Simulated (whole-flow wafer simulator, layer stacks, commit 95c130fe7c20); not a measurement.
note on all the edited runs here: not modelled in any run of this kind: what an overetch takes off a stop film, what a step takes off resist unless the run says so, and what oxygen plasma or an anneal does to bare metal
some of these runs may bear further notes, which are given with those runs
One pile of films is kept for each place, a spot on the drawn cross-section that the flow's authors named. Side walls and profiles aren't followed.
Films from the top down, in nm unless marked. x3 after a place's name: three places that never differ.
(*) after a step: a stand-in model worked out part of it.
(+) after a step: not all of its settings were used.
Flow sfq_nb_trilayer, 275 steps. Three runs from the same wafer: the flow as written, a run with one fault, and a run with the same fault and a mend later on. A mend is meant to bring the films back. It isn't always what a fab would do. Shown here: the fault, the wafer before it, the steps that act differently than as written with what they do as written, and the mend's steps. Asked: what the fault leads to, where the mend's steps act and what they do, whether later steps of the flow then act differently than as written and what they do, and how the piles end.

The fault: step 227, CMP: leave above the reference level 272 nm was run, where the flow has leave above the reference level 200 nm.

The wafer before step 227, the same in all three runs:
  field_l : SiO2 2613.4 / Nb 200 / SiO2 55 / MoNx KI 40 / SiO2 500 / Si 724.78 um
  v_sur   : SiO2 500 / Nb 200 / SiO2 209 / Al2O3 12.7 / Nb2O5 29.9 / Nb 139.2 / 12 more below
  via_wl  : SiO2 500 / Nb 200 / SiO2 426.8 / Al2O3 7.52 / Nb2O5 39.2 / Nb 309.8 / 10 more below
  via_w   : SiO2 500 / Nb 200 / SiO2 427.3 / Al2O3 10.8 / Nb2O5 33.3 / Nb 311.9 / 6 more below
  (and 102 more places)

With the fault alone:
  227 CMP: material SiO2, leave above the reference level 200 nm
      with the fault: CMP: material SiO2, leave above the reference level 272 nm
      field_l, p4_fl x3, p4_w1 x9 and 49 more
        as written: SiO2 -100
        with the fault: SiO2 -28
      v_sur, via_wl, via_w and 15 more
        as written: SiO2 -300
        with the fault: SiO2 -228
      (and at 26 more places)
  Later steps of the flow that act differently than as written (4 more steps differ only slightly, by at most 2% or 0.5 nm, whichever is larger, and aren't shown):
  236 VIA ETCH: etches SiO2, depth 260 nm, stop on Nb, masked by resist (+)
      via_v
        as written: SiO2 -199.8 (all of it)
        with the fault: SiO2 -260
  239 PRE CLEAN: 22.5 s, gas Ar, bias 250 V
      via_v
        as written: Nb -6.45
        with the fault: SiO2 -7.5
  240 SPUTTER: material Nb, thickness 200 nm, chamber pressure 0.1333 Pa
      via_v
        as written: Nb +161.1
        with the fault: Nb +146.9 (new film)
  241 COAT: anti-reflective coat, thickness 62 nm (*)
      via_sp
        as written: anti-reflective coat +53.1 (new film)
        with the fault: anti-reflective coat +50 (new film)
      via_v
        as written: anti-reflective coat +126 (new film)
        with the fault: anti-reflective coat +129.5 (new film)
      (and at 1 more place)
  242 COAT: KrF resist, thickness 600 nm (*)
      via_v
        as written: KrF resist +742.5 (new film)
        with the fault: KrF resist +801.5 (new film)
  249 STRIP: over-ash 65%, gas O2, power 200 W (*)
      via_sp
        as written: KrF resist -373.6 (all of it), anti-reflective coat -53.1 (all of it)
        with the fault: KrF resist -369.5 (all of it), anti-reflective coat -50 (all of it)
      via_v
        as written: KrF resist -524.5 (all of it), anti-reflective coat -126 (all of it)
        with the fault: KrF resist -583.4 (all of it), anti-reflective coat -129.5 (all of it)
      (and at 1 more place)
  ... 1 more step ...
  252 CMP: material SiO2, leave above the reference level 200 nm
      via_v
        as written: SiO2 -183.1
        with the fault: SiO2 -157.1
  At the end the piles differ from the flow's by more than 2% or 0.5 nm, whichever is larger, at field_l, v_sur, via_wl and 103 more.
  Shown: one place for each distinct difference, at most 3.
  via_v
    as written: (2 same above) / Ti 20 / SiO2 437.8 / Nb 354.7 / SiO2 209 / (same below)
    with the fault: (2 same above) / Ti 20 / SiO2 513.3 / Nb 146.9 / SiO2 4.34 / Nb 200 / SiO2 209 / (same below)
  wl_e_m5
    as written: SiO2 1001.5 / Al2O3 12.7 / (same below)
    with the fault: SiO2 1073.5 / Al2O3 12.7 / (same below)
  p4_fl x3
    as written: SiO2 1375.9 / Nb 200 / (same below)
    with the fault: SiO2 1447.9 / Nb 200 / (same below)

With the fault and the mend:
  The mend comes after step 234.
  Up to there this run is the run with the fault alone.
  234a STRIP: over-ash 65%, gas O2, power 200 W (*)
      field_l, v_sur, via_wl and 102 more
        KrF resist -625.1 (all of it), anti-reflective coat -62 (all of it)
      via_v
        anti-reflective coat -62 (all of it)
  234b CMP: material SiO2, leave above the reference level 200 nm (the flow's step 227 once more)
      field_l, v_sur, via_wl and 103 more
        SiO2 -72
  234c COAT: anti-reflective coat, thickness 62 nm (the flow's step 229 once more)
      field_l, v_sur, via_wl and 103 more
        anti-reflective coat +62 (new film)
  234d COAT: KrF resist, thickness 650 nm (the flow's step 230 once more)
      field_l, v_sur, via_wl and 103 more
        KrF resist +650 (new film)
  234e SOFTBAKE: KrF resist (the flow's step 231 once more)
      changes no film at any place that is followed
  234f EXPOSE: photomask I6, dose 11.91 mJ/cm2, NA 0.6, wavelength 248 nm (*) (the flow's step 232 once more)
      changes no film at any place that is followed
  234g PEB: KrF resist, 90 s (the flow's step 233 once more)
      field_l, v_sur, via_wl and 103 more
        KrF resist -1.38
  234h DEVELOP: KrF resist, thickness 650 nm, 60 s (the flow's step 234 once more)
      field_l, v_sur, via_wl and 102 more
        KrF resist -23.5
      via_v
        KrF resist -648.6 (all of it)
  No later step of the flow acts differently than as written at any place that is followed.
  At the end the piles are the same as the flow's at every place that both follow.
